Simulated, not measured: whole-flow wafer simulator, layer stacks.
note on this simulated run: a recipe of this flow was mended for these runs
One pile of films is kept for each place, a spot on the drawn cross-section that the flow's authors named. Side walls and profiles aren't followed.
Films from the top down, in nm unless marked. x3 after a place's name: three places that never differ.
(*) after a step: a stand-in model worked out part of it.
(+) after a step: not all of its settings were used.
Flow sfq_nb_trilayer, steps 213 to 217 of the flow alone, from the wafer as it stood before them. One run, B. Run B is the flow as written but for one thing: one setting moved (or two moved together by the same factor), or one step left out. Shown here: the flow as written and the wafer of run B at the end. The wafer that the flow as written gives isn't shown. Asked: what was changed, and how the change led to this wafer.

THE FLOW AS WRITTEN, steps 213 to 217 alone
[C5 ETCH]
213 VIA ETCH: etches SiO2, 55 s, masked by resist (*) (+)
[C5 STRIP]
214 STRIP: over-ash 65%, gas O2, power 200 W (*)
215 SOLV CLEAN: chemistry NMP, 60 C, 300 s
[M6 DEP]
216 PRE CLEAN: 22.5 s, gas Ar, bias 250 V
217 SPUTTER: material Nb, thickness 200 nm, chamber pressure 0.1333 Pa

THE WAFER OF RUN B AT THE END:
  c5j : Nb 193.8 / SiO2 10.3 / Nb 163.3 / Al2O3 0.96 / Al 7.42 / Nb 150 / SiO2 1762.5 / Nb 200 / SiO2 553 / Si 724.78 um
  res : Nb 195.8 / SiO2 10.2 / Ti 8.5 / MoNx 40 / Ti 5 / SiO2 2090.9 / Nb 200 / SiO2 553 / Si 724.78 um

The cause: step 213, VIA ETCH: 34 s was run, where the flow has 55 s.

How the change led to this, step by step:
  213 VIA ETCH: etches SiO2, 55 s, masked by resist (*) (+)
      c5j: SiO2 -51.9 (as written it would be: SiO2 -69.7 (all of it), Nb -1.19)
      res: SiO2 -51.9 (as written it would be: SiO2 -69.7 (all of it), Ti -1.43)
      (and at 104 more places)
  216 PRE CLEAN: 22.5 s, gas Ar, bias 250 V
      c5j: SiO2 -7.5 (as written it would be: Nb -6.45)
      res: SiO2 -7.5 (as written it would be: Ti -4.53)
  217 SPUTTER: material Nb, thickness 200 nm, chamber pressure 0.1333 Pa
      c5j: Nb +193.8 (new film) (as written it would be: Nb +188.4)
Counting metal films that touch as one body, c5j has 4 bodies (between them, from the top down: SiO2 10.3; Al2O3 0.96; SiO2 1762.5); the flow as written gives 3 bodies (between them, from the top down: Al2O3 0.96; SiO2 1762.5).
Counting metal films that touch as one body, res has 3 bodies (between them, from the top down: SiO2 10.2; SiO2 2090.9); the flow as written gives 2 bodies (between them, from the top down: SiO2 2090.9).
